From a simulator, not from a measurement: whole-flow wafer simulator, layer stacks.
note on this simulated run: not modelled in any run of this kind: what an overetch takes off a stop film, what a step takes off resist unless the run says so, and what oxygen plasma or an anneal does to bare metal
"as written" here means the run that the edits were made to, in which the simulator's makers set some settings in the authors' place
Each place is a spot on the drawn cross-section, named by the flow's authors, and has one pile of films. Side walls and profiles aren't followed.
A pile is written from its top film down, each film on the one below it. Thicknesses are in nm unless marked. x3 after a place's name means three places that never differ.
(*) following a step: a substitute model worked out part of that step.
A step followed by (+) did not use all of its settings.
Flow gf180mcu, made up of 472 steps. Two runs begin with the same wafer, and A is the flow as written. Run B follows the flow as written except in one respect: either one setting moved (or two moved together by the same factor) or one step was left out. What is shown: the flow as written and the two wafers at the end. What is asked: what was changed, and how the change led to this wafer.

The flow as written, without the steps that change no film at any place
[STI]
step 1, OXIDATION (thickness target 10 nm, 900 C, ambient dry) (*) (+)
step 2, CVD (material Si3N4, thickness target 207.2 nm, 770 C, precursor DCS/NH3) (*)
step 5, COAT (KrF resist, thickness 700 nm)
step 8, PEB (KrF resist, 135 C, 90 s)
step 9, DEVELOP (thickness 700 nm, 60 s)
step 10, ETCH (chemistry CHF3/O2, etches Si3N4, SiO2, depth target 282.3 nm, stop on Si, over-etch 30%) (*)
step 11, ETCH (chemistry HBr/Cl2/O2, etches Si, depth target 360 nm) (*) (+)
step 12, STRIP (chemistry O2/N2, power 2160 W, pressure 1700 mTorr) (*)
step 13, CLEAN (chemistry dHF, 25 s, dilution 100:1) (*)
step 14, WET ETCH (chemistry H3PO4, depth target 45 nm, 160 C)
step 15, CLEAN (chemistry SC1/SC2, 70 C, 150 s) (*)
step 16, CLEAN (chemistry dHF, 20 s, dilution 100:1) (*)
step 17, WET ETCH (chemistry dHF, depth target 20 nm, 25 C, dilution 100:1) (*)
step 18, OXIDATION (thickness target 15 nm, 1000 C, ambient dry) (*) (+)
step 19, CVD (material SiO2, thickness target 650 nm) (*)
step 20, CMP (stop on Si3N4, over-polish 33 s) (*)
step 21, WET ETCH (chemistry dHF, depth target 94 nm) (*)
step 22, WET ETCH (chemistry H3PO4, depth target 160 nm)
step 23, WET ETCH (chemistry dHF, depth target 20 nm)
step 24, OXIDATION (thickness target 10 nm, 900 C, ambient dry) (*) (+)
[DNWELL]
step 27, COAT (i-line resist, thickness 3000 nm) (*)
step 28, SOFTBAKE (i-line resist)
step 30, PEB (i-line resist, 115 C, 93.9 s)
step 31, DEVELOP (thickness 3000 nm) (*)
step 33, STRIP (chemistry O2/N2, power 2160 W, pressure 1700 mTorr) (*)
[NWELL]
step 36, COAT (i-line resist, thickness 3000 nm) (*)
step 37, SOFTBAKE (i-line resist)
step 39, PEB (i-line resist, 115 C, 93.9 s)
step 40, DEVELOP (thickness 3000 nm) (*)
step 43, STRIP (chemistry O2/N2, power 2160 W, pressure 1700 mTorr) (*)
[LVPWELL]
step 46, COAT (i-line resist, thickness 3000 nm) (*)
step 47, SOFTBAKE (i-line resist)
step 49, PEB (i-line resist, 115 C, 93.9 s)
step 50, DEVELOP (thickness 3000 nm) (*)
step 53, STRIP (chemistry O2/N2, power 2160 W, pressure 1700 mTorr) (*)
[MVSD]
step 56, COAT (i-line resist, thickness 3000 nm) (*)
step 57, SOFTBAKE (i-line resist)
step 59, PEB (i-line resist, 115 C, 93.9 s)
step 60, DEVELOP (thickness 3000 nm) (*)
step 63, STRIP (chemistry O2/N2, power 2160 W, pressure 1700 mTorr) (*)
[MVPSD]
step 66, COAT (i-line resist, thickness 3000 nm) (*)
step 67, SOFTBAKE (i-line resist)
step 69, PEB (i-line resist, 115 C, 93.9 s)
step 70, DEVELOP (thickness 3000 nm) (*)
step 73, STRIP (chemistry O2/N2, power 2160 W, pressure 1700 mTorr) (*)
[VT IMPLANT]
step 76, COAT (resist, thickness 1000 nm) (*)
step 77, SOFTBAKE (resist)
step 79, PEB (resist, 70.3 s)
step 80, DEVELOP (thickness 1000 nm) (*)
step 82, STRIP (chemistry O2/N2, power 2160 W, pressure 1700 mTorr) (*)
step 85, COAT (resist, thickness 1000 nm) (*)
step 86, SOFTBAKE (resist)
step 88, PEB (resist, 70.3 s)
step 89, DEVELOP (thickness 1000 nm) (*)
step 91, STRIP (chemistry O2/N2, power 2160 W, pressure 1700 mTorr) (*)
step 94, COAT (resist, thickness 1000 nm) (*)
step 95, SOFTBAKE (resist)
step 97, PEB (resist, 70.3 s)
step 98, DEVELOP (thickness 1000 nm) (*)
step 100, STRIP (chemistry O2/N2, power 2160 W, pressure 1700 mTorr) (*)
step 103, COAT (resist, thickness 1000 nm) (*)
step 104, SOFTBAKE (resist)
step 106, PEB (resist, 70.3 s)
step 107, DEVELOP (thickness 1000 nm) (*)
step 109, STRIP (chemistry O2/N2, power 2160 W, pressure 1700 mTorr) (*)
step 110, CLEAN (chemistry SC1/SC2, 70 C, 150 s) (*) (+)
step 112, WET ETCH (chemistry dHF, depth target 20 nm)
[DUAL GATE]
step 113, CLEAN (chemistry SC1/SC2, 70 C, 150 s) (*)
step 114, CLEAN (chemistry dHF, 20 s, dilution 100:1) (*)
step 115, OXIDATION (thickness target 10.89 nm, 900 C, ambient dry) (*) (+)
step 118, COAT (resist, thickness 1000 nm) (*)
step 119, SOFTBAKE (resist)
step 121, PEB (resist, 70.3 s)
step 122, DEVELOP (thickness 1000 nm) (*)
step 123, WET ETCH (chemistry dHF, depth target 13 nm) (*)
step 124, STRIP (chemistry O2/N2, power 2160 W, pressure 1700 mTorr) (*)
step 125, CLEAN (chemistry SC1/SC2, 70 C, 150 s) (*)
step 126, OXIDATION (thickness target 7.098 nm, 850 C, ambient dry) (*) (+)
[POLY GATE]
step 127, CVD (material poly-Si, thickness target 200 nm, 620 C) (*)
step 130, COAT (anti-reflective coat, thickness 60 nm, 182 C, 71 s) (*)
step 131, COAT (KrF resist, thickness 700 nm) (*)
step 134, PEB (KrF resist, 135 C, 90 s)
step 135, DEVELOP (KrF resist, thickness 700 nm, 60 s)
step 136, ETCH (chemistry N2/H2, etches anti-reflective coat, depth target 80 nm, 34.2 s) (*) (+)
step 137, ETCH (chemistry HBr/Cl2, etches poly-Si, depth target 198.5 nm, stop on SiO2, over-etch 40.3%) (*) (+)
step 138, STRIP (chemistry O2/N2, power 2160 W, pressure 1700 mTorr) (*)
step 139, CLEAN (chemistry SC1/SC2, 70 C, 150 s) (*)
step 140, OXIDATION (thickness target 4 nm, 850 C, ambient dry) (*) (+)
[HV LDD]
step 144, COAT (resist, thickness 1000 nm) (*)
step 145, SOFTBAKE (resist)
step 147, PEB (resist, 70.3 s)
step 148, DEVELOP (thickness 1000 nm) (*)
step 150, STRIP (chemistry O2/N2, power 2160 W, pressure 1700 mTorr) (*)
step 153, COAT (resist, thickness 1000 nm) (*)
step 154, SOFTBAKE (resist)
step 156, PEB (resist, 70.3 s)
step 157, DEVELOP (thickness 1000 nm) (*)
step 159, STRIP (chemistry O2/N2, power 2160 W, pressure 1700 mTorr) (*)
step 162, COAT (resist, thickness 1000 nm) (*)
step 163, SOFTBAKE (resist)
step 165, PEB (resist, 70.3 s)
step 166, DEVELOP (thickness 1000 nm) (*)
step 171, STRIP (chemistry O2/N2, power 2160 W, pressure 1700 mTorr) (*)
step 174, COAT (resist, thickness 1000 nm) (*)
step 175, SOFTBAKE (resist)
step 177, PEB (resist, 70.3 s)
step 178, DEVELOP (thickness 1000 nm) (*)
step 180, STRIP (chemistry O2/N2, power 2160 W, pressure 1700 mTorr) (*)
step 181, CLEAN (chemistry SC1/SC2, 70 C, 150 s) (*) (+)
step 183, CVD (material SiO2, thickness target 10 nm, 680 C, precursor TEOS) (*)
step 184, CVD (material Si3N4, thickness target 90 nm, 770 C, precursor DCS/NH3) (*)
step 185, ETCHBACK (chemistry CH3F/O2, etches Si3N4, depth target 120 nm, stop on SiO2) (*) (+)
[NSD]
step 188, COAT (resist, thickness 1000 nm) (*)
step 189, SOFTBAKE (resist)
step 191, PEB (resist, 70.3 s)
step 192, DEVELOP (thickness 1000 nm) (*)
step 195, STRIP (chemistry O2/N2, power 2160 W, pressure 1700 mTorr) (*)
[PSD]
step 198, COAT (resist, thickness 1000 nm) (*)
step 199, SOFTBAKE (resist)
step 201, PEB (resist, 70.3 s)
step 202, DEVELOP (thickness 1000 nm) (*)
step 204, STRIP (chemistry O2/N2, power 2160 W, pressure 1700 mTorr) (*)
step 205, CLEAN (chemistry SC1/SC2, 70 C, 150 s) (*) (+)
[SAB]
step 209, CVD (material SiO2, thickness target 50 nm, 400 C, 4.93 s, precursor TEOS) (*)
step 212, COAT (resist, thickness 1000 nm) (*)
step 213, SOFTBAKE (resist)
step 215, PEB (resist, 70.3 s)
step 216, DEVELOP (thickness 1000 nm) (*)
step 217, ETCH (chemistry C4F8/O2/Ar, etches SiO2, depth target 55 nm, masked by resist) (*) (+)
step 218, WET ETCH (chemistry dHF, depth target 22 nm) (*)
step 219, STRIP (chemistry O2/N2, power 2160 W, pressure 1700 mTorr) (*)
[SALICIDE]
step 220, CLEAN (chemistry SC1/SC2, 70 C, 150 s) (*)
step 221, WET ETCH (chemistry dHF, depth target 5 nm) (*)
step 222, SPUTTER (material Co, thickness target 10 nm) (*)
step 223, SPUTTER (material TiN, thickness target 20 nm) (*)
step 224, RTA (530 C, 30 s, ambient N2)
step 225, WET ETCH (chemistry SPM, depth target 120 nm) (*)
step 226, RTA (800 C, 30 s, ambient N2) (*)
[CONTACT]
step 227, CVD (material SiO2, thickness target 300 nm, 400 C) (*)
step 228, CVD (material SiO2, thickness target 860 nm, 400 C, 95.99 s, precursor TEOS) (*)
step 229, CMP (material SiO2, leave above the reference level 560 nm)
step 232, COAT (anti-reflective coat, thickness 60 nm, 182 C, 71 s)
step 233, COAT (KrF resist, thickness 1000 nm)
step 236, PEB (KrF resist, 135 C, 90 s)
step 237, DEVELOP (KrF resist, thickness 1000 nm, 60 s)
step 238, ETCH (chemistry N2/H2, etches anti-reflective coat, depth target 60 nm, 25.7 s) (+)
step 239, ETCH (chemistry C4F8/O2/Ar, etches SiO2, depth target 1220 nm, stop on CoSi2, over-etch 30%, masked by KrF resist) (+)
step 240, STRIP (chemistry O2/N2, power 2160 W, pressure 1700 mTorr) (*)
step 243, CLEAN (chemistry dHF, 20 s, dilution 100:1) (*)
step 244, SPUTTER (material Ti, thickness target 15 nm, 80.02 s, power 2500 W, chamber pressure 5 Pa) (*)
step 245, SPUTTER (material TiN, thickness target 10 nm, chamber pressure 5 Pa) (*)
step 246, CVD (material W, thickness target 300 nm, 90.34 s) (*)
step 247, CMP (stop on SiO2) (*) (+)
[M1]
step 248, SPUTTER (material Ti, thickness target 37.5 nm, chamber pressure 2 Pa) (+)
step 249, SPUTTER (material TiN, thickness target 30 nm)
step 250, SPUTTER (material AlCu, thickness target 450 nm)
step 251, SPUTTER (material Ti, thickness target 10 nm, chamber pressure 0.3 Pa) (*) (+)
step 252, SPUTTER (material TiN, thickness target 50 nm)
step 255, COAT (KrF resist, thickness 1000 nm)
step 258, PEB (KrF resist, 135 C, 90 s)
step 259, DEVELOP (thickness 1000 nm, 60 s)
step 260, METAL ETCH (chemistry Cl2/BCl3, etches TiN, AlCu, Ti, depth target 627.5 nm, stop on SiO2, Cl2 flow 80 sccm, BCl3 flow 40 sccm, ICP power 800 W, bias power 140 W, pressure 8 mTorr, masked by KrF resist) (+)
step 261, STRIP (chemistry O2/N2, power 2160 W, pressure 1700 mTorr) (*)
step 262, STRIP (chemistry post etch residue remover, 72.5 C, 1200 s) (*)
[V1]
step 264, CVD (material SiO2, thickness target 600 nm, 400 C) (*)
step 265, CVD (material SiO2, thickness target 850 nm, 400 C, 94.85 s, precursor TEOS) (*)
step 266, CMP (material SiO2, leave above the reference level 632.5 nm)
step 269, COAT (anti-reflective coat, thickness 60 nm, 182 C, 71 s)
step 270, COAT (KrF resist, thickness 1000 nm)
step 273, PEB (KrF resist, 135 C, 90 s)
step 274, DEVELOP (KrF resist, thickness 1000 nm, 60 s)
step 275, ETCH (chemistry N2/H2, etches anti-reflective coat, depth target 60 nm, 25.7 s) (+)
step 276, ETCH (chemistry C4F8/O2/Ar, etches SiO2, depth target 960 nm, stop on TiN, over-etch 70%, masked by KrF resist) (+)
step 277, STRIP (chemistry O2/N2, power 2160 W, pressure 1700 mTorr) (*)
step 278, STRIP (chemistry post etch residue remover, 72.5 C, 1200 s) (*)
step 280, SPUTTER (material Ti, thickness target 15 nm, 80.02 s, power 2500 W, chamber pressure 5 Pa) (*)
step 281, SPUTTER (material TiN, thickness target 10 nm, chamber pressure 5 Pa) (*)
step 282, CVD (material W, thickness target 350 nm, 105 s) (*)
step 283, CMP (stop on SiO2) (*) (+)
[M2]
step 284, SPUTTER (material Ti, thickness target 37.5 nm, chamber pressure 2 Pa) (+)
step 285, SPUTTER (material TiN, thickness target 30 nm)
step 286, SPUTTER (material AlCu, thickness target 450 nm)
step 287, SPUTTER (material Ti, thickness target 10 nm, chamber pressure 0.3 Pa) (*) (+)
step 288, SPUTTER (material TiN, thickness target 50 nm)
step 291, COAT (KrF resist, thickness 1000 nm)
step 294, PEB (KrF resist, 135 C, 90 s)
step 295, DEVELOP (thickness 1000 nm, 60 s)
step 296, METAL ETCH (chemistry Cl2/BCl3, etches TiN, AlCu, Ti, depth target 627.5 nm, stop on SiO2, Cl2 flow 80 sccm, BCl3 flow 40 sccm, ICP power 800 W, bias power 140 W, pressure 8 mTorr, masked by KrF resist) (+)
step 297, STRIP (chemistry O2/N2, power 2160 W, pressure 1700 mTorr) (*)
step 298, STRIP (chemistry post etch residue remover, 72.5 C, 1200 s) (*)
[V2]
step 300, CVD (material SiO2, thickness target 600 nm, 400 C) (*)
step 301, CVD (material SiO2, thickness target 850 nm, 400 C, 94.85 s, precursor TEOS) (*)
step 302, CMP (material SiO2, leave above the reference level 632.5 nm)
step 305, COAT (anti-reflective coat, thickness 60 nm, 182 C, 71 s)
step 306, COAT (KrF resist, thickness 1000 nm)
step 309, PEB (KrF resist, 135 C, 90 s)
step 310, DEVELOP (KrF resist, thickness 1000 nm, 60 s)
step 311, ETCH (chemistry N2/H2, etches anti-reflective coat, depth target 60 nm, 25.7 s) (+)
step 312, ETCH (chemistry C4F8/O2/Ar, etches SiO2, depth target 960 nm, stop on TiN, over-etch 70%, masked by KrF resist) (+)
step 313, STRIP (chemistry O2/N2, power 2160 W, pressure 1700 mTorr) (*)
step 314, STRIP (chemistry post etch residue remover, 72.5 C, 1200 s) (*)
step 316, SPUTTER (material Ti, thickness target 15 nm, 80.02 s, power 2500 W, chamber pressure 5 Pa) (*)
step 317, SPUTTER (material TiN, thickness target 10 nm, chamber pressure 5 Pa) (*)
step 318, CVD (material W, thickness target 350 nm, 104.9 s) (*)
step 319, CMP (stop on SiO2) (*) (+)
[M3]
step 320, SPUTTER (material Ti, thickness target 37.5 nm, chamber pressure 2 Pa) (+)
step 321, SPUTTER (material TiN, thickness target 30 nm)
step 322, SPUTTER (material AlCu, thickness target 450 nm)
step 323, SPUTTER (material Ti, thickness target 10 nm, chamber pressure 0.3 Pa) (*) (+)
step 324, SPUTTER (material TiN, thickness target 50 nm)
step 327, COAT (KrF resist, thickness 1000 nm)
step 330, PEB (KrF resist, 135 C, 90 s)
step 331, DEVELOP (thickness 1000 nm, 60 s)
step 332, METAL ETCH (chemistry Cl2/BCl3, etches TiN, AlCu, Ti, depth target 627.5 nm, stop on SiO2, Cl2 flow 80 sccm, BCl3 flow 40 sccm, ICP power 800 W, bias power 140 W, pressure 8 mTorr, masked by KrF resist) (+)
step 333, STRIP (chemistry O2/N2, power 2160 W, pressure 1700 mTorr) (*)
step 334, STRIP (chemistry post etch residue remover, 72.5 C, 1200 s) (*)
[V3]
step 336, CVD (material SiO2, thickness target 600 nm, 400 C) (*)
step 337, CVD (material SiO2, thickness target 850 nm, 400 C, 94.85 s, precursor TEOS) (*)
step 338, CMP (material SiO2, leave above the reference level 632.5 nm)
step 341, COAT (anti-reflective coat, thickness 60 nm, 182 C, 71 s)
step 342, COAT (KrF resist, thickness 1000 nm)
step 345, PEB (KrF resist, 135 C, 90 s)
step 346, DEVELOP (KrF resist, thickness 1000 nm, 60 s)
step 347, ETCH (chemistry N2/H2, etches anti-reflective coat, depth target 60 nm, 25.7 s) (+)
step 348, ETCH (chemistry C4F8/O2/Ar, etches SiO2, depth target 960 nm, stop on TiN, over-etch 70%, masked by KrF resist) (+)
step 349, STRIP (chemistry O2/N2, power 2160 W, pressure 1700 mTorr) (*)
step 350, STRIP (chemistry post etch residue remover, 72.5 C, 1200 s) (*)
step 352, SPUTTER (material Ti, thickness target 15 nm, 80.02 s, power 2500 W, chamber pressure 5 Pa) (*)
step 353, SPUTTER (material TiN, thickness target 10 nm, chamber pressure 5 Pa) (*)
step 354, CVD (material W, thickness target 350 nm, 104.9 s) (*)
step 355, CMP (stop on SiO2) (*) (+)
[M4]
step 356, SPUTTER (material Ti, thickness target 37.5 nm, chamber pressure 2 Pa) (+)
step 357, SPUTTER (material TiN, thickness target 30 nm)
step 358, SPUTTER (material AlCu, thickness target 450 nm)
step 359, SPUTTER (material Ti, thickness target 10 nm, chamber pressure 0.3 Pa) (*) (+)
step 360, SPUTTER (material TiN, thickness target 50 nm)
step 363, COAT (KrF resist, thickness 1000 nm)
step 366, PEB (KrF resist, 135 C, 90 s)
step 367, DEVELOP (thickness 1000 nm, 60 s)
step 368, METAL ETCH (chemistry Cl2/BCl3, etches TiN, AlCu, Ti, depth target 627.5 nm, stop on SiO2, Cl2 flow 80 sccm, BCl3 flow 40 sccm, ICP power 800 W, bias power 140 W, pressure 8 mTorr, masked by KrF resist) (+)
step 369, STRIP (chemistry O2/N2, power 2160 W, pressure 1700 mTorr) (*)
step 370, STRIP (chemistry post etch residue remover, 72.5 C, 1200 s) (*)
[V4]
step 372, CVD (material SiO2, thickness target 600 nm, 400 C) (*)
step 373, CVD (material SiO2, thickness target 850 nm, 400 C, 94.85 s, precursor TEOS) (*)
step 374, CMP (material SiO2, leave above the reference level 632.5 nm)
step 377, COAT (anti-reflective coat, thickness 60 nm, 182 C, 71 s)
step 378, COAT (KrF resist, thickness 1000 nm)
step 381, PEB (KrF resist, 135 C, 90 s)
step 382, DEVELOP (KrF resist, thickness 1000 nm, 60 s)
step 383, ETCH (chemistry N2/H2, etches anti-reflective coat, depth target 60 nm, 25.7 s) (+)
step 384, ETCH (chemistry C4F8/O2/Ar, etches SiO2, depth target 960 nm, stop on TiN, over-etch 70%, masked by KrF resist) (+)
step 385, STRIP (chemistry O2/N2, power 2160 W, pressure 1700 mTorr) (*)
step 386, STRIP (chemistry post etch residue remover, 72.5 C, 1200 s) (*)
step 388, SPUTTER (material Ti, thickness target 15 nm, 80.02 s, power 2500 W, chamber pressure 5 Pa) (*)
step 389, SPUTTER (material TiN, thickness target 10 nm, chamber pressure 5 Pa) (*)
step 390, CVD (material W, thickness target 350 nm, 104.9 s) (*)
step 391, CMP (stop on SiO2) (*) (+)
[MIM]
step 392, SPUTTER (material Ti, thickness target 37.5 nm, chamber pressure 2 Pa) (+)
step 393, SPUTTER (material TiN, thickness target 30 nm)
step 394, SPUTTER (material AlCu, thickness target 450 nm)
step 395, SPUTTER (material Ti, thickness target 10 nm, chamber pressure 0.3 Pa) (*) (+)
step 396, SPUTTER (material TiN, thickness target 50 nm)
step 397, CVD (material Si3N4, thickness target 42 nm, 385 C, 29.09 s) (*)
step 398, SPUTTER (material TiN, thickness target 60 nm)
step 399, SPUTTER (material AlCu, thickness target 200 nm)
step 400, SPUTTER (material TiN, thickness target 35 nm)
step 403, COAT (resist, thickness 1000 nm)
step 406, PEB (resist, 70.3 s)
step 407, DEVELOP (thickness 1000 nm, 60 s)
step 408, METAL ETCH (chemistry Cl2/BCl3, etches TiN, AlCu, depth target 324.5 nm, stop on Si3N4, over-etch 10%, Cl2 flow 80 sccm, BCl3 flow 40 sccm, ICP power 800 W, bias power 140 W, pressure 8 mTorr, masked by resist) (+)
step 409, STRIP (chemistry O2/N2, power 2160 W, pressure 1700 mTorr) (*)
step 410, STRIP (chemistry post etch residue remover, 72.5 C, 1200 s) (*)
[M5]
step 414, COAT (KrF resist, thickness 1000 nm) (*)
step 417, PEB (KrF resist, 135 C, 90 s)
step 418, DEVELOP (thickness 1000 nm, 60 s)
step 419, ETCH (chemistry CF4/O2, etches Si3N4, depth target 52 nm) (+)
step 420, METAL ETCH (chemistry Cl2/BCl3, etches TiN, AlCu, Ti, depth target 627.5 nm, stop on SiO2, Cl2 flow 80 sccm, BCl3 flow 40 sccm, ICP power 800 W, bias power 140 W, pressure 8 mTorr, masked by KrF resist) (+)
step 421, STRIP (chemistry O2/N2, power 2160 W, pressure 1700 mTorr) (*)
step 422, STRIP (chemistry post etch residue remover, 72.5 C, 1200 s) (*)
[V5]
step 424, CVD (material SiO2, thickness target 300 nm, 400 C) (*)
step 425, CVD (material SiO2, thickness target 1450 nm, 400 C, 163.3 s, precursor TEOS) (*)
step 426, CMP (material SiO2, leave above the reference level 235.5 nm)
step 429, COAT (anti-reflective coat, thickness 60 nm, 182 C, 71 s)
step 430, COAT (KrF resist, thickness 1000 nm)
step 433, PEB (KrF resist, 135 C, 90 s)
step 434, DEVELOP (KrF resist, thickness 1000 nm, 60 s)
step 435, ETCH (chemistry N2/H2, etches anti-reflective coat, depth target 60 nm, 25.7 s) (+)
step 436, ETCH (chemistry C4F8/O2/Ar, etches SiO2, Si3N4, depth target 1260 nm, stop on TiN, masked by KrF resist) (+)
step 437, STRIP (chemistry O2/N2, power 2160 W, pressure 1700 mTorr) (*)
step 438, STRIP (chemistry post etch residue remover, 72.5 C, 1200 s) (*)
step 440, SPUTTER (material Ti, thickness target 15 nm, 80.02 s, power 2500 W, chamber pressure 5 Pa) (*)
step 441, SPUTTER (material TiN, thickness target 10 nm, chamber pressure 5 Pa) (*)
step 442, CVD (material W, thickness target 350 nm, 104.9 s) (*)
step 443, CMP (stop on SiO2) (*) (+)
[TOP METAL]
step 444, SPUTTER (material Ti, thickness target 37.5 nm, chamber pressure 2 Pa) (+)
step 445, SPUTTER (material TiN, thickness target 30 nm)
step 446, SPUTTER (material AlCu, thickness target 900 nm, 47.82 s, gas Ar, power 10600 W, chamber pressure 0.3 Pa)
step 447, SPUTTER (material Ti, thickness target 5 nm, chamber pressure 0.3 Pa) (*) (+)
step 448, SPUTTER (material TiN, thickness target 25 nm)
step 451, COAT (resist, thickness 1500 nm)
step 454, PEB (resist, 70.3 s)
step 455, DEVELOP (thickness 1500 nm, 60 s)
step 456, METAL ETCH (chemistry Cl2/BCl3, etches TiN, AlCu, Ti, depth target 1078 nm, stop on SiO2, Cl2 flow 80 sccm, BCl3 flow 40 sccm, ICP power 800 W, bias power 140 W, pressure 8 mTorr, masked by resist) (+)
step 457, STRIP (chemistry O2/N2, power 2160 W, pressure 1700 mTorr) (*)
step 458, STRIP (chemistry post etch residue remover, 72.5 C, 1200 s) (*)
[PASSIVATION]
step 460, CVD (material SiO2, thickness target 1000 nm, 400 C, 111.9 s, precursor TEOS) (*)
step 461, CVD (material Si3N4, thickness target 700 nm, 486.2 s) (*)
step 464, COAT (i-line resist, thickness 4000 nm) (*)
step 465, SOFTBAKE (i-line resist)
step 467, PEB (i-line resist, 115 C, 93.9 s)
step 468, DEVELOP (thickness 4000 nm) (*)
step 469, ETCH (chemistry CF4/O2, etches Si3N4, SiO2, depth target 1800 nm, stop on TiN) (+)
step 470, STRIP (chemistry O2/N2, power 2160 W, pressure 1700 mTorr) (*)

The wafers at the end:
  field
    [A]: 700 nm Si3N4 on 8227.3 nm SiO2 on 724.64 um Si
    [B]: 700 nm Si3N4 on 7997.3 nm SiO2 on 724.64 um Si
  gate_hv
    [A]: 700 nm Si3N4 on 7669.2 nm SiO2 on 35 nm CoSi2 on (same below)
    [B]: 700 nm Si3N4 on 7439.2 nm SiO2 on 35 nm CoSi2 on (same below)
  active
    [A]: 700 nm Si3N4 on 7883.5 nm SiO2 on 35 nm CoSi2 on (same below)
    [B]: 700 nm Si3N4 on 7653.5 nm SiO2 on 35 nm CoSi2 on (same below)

What caused this: step 250, SPUTTER: thickness target 220 nm was run, whereas the flow has thickness target 450 nm.

How this came from the change, step by step:
  step 250, SPUTTER (material AlCu, thickness target 450 nm)
      field, field__w1, field__w2 and 108 more: A AlCu gains 450 (new film) | B AlCu gains 220 (new film)
  step 260, METAL ETCH (chemistry Cl2/BCl3, etches TiN, AlCu, Ti, depth target 627.5 nm, stop on SiO2, Cl2 flow 80 sccm, BCl3 flow 40 sccm, ICP power 800 W, bias power 140 W, pressure 8 mTorr, masked by KrF resist) (+)
      field, field__w1, field__w2 and 99 more: A TiN loses 50 (all of it), Ti loses 10 (all of it), AlCu loses 450 (all of it), TiN loses 30 (all of it), Ti loses 37.5 (all of it) | B TiN loses 50 (all of it), Ti loses 10 (all of it), AlCu loses 220 (all of it), TiN loses 30 (all of it), Ti loses 37.5 (all of it)
      field__w8, contact, m1 and 6 more: A KrF resist loses 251 | B KrF resist loses 208.5
  step 261, STRIP (chemistry O2/N2, power 2160 W, pressure 1700 mTorr) (*)
      field__w8, contact, m1 and 6 more: A KrF resist loses 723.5 (all of it) | B KrF resist loses 766 (all of it)
  step 266, CMP (material SiO2, leave above the reference level 632.5 nm)
      field, field__w1, field__w2 and 99 more: A SiO2 loses 300 | B SiO2 loses 530
